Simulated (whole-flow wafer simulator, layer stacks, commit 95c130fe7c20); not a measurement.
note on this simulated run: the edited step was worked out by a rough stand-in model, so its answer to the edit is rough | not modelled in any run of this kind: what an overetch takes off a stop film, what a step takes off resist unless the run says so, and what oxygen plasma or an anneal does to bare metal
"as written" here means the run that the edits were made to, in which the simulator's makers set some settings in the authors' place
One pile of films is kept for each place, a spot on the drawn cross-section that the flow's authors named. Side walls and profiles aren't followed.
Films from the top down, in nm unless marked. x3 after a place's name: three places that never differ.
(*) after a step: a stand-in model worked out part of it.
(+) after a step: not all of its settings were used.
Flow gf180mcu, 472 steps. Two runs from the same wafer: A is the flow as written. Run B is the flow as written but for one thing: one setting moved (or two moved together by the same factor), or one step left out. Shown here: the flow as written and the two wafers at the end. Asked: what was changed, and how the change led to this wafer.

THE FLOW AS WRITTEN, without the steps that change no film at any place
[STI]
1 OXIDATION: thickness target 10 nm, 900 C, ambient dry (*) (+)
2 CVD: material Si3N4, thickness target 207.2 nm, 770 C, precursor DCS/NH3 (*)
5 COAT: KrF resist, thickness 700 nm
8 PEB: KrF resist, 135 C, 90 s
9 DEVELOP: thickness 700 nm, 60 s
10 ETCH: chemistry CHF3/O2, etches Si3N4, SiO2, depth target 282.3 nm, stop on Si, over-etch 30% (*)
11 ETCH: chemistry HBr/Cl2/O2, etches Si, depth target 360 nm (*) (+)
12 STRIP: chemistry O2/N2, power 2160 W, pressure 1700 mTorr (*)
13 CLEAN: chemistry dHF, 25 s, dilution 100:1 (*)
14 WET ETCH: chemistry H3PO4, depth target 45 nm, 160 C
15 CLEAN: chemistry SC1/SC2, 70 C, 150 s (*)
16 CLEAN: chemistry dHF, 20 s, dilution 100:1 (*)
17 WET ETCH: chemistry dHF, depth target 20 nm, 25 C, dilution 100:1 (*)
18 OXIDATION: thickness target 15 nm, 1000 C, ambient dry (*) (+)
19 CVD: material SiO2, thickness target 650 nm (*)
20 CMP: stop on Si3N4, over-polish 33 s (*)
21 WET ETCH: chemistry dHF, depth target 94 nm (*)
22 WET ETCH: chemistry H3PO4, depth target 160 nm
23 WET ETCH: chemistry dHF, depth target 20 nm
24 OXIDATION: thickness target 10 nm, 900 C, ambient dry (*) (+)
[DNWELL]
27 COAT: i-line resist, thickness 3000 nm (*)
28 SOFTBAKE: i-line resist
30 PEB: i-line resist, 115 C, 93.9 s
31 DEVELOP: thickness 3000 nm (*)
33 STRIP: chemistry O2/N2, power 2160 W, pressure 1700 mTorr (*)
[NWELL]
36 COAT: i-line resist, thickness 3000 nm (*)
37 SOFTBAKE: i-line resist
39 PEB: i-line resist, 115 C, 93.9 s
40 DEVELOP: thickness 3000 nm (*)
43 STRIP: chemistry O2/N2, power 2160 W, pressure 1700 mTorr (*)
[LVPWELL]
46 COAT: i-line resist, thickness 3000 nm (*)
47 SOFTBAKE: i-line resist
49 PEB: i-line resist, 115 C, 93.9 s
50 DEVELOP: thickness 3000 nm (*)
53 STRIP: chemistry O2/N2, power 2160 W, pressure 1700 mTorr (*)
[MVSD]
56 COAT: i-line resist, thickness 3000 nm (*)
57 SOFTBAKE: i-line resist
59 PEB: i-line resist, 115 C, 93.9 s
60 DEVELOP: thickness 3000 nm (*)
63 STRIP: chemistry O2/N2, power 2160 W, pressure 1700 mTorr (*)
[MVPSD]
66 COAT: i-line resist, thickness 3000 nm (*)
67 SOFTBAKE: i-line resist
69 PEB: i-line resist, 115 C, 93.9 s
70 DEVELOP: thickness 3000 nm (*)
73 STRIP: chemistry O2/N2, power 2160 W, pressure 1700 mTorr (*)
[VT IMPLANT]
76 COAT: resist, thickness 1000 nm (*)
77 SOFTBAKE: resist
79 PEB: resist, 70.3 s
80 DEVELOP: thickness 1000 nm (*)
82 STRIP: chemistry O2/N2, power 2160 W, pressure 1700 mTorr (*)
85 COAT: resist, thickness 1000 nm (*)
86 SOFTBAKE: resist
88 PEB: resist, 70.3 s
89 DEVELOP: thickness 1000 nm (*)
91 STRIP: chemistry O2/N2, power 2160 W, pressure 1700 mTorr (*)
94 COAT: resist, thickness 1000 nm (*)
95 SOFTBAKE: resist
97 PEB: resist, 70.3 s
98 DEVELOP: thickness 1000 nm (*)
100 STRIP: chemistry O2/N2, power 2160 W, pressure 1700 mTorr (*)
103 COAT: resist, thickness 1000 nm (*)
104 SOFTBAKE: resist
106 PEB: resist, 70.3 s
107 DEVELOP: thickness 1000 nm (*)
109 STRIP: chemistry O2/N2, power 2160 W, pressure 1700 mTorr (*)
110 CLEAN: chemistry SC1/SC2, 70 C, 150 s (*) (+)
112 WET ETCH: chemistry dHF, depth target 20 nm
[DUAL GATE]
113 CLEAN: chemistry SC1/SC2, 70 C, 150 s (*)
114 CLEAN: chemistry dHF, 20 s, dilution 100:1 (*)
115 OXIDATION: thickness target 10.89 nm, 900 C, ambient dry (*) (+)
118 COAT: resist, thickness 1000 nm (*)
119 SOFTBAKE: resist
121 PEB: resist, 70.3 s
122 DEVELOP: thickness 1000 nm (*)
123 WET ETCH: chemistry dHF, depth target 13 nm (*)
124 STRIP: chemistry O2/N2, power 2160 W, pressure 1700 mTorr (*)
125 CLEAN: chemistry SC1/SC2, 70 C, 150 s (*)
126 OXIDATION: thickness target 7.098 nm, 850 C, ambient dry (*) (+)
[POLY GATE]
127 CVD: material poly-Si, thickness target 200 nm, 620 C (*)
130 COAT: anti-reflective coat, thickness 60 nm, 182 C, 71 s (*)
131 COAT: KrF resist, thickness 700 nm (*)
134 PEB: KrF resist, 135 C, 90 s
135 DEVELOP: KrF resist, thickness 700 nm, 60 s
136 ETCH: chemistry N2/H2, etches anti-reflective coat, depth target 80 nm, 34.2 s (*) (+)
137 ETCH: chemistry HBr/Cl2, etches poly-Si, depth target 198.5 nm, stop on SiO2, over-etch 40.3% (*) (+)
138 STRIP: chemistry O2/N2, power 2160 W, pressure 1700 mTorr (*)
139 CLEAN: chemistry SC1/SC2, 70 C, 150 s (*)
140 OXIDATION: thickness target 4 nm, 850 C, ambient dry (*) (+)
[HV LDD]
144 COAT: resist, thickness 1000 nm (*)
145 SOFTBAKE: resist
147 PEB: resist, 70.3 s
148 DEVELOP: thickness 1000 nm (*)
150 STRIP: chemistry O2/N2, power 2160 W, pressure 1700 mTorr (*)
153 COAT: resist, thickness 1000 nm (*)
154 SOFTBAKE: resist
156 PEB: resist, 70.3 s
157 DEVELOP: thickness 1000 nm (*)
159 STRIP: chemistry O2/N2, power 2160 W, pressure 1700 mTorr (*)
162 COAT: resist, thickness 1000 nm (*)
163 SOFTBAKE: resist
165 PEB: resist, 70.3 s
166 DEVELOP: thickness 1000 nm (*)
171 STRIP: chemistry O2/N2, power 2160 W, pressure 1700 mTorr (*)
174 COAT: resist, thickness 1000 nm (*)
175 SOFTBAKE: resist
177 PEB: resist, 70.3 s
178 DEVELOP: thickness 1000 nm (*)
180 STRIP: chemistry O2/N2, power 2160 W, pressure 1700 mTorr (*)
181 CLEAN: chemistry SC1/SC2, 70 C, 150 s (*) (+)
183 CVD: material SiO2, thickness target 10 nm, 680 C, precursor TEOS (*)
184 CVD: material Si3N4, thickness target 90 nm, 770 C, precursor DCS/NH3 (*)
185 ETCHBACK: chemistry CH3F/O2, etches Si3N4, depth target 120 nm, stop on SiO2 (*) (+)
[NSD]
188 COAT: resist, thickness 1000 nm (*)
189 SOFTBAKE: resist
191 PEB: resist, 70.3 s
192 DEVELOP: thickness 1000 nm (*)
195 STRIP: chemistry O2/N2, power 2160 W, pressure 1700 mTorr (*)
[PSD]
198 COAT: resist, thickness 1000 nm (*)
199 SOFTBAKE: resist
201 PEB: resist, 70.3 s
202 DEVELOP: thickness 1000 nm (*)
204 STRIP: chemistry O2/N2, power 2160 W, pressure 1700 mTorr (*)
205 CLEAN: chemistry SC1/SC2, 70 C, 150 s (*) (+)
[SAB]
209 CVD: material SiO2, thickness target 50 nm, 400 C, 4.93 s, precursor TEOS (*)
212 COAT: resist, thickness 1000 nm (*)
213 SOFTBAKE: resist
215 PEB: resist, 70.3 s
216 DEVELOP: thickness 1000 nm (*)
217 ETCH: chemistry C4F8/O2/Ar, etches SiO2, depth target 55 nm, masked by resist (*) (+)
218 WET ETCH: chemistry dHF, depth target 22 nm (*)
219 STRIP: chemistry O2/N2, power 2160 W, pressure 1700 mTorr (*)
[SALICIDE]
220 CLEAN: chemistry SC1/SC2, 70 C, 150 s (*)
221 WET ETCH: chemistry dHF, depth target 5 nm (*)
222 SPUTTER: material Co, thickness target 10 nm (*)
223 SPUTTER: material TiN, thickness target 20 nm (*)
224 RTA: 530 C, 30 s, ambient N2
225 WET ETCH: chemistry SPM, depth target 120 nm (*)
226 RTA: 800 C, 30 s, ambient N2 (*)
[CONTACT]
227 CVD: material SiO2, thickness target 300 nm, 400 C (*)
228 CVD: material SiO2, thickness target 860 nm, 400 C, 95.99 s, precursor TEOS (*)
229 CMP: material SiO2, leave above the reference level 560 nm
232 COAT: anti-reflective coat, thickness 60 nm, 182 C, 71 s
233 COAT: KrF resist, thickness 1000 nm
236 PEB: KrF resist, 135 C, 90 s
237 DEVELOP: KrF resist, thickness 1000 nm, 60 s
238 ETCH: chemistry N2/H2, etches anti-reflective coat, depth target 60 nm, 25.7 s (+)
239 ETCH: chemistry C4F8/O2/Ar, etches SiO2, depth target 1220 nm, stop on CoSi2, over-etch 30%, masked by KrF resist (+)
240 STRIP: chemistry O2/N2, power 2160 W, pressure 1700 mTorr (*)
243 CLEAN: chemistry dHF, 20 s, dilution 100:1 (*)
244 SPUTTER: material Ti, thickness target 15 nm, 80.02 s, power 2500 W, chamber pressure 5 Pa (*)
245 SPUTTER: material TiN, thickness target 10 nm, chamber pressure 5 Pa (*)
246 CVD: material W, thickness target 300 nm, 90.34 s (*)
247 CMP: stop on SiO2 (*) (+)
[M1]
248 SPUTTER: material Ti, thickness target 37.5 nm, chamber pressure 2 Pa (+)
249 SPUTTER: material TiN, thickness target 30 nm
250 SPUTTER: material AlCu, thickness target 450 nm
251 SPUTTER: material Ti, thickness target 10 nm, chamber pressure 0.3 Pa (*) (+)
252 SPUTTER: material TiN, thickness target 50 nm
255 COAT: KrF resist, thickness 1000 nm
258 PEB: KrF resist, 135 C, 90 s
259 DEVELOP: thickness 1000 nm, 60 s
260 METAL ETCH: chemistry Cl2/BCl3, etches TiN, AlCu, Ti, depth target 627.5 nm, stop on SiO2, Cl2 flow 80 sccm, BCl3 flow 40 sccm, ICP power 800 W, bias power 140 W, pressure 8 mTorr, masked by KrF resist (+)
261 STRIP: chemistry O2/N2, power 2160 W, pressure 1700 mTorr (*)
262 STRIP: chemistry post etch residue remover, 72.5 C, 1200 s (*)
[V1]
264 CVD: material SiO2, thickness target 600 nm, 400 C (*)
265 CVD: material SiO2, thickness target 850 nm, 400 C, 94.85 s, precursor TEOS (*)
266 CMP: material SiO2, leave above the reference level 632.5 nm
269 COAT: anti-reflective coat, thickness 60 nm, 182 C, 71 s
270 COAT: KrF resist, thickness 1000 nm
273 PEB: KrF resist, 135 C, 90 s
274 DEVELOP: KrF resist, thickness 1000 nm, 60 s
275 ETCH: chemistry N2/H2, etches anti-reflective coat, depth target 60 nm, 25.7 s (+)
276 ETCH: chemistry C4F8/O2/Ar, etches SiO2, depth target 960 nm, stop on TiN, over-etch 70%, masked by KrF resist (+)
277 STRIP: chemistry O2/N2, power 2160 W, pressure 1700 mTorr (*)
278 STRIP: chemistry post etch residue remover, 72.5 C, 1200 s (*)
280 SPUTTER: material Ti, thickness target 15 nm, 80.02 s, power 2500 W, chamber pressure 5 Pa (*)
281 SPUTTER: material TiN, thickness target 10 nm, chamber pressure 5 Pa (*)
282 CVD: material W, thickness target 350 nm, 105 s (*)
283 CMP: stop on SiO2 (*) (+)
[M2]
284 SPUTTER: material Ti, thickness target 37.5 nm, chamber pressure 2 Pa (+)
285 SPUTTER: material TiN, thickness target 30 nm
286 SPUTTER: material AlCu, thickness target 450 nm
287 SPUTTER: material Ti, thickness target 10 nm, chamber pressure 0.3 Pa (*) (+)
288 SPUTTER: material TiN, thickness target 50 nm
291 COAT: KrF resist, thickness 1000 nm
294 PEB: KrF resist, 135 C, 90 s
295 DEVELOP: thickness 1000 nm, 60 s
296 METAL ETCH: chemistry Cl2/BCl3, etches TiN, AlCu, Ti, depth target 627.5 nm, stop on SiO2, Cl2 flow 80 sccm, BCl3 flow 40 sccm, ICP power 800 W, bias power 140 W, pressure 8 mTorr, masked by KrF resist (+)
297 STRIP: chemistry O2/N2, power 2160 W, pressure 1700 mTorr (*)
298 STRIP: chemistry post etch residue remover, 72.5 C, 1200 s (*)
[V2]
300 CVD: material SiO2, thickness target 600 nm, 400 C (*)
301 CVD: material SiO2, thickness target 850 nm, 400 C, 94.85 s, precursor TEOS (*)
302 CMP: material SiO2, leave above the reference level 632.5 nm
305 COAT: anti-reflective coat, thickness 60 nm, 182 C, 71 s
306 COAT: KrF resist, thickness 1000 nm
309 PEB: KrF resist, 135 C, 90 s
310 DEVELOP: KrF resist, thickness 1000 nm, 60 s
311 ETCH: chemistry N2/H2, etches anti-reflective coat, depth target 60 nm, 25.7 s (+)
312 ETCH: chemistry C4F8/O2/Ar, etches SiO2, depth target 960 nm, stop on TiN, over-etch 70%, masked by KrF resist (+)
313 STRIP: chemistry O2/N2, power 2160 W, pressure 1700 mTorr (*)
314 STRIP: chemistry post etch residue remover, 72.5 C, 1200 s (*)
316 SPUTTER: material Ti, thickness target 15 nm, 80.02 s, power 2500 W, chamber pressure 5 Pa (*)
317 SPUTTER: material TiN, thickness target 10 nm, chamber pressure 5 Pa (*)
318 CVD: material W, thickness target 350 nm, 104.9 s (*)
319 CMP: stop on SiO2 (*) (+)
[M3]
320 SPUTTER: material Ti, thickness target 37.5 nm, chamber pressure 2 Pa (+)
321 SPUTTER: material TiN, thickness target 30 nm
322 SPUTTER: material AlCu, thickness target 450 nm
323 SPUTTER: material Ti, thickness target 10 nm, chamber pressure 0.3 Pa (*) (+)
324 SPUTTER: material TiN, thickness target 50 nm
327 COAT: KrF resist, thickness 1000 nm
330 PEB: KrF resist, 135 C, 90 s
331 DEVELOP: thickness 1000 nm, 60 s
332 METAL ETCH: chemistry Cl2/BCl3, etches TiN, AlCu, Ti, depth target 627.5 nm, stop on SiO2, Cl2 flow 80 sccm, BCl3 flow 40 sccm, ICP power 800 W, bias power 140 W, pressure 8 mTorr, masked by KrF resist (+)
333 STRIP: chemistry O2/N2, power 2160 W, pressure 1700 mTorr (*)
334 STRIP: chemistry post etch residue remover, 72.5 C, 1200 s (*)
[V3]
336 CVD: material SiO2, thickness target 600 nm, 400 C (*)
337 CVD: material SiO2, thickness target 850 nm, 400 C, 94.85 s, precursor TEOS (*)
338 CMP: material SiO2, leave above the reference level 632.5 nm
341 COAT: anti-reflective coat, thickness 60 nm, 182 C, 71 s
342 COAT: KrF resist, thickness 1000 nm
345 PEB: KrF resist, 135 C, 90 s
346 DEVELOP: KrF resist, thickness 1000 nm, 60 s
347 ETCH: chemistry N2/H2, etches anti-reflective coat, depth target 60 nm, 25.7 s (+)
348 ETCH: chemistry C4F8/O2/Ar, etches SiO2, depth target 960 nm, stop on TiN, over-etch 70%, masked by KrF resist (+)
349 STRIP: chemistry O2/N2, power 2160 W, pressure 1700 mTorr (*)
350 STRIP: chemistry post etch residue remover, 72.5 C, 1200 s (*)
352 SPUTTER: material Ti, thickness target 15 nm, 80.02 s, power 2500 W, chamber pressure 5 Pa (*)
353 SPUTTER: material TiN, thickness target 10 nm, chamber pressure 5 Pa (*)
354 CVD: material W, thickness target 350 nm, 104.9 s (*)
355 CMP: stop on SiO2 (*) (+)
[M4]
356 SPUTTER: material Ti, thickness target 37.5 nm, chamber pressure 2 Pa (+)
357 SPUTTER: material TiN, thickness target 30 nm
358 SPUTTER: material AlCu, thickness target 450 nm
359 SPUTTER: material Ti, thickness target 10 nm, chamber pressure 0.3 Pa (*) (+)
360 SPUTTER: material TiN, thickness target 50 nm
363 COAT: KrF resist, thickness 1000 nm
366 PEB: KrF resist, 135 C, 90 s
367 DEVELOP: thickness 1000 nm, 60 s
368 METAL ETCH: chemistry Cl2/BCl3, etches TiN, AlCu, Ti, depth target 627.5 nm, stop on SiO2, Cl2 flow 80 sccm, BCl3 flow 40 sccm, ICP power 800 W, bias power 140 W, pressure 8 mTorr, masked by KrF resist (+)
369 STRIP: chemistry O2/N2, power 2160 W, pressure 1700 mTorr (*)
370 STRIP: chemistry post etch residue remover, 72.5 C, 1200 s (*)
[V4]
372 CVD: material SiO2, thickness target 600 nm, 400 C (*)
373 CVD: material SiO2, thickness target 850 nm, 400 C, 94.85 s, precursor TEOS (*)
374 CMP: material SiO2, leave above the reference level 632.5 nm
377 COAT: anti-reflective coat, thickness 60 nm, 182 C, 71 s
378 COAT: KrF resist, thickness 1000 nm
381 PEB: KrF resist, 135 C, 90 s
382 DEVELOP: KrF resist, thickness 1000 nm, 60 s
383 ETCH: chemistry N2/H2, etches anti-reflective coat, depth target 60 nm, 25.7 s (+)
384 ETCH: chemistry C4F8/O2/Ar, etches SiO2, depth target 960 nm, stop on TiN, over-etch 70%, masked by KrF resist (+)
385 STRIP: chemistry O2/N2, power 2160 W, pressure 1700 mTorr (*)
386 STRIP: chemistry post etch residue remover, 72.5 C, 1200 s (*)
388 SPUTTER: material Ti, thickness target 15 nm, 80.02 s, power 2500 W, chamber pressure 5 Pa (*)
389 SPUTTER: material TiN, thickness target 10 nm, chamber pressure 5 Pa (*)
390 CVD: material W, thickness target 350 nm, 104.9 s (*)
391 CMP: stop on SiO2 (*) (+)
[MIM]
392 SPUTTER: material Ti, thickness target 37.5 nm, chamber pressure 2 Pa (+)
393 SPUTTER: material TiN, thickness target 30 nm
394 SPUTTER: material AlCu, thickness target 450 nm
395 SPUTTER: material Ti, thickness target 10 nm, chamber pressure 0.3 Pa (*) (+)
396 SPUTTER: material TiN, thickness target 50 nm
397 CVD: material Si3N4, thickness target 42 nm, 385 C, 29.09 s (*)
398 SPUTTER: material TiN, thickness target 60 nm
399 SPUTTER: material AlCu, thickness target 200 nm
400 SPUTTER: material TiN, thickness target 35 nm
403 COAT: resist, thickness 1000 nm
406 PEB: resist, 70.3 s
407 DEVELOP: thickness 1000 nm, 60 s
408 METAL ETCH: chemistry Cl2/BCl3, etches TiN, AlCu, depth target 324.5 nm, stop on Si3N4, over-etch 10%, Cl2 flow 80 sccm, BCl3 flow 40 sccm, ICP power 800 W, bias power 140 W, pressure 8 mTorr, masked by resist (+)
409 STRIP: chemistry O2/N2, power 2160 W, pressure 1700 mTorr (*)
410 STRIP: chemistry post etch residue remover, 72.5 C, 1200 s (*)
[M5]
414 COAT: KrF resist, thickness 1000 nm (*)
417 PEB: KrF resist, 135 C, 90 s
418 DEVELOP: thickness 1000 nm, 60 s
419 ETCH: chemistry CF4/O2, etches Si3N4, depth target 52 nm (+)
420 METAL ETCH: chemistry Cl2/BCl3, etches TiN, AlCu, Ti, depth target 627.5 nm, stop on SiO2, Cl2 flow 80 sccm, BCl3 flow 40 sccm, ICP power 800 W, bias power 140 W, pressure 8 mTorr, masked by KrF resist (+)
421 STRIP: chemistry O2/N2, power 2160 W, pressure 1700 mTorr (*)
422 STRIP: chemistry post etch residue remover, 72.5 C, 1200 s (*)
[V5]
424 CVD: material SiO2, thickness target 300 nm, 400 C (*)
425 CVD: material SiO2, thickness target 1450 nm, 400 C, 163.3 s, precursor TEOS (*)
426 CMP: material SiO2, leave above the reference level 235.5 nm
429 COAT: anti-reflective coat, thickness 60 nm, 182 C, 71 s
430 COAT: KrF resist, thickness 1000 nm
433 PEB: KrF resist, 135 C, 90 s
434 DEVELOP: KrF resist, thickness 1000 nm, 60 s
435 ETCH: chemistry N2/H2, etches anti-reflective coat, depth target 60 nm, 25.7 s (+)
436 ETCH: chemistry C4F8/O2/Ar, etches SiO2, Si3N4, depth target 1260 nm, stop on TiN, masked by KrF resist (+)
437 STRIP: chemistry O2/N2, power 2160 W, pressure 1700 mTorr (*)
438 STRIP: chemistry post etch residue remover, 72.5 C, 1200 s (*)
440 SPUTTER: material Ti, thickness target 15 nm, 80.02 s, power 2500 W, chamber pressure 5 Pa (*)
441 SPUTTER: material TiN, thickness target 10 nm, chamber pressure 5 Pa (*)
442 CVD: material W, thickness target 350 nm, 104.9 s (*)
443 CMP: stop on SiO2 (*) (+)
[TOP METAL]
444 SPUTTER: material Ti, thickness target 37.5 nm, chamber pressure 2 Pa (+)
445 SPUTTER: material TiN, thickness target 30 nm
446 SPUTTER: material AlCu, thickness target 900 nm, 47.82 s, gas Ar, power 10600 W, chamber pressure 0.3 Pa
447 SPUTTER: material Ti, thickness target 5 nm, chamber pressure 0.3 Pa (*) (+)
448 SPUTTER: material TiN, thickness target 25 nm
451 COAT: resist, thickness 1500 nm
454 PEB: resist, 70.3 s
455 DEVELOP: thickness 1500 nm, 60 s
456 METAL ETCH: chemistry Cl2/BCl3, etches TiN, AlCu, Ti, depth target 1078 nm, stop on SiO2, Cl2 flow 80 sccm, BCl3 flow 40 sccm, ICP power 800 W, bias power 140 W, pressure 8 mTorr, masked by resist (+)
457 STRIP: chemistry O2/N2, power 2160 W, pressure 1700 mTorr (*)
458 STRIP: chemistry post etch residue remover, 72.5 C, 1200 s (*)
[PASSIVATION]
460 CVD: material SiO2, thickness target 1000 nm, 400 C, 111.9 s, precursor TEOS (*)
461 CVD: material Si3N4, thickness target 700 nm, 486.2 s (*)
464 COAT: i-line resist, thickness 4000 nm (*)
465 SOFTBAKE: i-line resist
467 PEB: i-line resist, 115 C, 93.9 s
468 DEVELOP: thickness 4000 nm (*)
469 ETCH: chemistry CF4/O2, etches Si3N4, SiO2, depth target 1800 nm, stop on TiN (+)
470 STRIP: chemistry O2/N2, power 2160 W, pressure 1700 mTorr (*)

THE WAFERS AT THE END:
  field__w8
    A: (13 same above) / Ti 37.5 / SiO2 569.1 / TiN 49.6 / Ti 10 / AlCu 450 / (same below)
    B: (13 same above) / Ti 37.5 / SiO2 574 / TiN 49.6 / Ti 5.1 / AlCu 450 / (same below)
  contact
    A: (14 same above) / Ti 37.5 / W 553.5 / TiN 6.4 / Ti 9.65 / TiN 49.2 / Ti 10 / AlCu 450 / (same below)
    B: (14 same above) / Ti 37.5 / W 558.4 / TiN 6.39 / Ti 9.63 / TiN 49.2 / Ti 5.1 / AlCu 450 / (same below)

The cause: step 359, SPUTTER: thickness target 5.1 nm was run, where the flow has thickness target 10 nm.
It can be read off the wafer: field__w8 has Ti 5.1, and step 359 as written asks for 10 nm.

How the change led to this, step by step:
  359 SPUTTER: material Ti, thickness target 10 nm, chamber pressure 0.3 Pa (*) (+)
      field, field__w1, field__w2 and 108 more: A Ti +10 (new film) | B Ti +5.1 (new film)
  368 METAL ETCH: chemistry Cl2/BCl3, etches TiN, AlCu, Ti, depth target 627.5 nm, stop on SiO2, Cl2 flow 80 sccm, BCl3 flow 40 sccm, ICP power 800 W, bias power 140 W, pressure 8 mTorr, masked by KrF resist (+)
      field, field__w1, field__w2 and 103 more: A TiN -50 (all of it), Ti -10 (all of it), AlCu -450 (all of it), TiN -30 (all of it), Ti -37.5 (all of it) | B TiN -50 (all of it), Ti -5.1 (all of it), AlCu -450 (all of it), TiN -30 (all of it), Ti -37.5 (all of it)
